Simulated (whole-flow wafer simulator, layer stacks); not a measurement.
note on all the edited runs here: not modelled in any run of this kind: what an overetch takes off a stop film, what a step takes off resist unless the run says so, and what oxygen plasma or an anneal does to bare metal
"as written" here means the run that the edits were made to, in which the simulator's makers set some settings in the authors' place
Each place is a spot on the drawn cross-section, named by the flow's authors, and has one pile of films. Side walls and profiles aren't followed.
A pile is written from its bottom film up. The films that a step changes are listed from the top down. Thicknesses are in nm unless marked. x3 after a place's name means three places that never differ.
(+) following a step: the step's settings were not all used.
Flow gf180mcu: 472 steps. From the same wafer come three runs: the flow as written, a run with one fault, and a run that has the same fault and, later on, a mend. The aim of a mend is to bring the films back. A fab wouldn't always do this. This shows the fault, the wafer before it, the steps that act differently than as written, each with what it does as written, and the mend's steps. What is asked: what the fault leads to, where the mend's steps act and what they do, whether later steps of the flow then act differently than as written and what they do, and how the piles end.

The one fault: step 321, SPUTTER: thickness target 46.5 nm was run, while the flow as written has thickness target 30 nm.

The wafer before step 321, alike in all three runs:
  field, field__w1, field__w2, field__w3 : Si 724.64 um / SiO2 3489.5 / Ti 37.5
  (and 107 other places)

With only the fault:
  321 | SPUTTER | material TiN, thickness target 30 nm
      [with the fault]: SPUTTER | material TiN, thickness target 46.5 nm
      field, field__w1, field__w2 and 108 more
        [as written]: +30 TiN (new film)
        [with the fault]: +46.5 TiN (new film)
  Steps later in the flow that act otherwise than as written:
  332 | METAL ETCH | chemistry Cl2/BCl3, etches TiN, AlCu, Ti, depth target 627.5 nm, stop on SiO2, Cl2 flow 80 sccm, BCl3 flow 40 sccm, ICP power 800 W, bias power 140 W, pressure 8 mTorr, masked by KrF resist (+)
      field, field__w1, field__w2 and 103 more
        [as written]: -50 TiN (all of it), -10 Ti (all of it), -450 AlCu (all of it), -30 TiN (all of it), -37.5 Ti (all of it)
        [with the fault]: -50 TiN (all of it), -10 Ti (all of it), -450 AlCu (all of it), -46.5 TiN (all of it), -37.5 Ti (all of it)
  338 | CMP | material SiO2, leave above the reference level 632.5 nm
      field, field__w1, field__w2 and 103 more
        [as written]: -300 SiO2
        [with the fault]: -283.5 SiO2
  By the end, the piles at field__w8, contact, m1, m1__w1, m1_nw depart from the flow's by more than 2% or 0.5 nm, whichever is larger.
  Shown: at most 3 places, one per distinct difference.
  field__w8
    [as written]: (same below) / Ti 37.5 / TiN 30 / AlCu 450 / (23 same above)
    [with the fault]: (same below) / Ti 37.5 / TiN 46.5 / AlCu 450 / (23 same above)
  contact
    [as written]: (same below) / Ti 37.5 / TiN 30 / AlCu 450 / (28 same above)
    [with the fault]: (same below) / Ti 37.5 / TiN 46.5 / AlCu 450 / (28 same above)

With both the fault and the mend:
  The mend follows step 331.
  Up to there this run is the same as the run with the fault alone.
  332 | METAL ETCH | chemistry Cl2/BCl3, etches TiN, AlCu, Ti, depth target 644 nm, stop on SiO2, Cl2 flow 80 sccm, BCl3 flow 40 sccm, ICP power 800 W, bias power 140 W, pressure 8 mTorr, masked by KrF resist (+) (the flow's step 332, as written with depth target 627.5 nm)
      field, field__w1, field__w2 and 103 more
        -50 TiN (all of it), -10 Ti (all of it), -450 AlCu (all of it), -46.5 TiN (all of it), -37.5 Ti (all of it)
      field__w8, contact, m1, m1__w1, m1_nw
        -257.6 KrF resist
  Steps later in the flow that act otherwise than as written (not shown: 1 more step that differs only slightly, by at most 2% or 0.5 nm, whichever is larger):
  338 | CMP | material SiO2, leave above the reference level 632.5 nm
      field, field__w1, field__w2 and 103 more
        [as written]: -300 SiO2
        [with the mend]: -283.5 SiO2
  By the end, the piles at field__w8, contact, m1, m1__w1, m1_nw depart from the flow's by more than 2% or 0.5 nm, whichever is larger.
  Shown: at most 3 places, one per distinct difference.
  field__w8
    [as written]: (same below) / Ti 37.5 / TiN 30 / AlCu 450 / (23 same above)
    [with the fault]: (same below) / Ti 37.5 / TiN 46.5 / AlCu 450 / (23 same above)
    [with the mend]: (same below) / Ti 37.5 / TiN 46.5 / AlCu 450 / (23 same above)
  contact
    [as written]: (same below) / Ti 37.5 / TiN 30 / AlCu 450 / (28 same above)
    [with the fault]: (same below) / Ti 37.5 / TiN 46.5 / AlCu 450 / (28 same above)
    [with the mend]: (same below) / Ti 37.5 / TiN 46.5 / AlCu 450 / (28 same above)
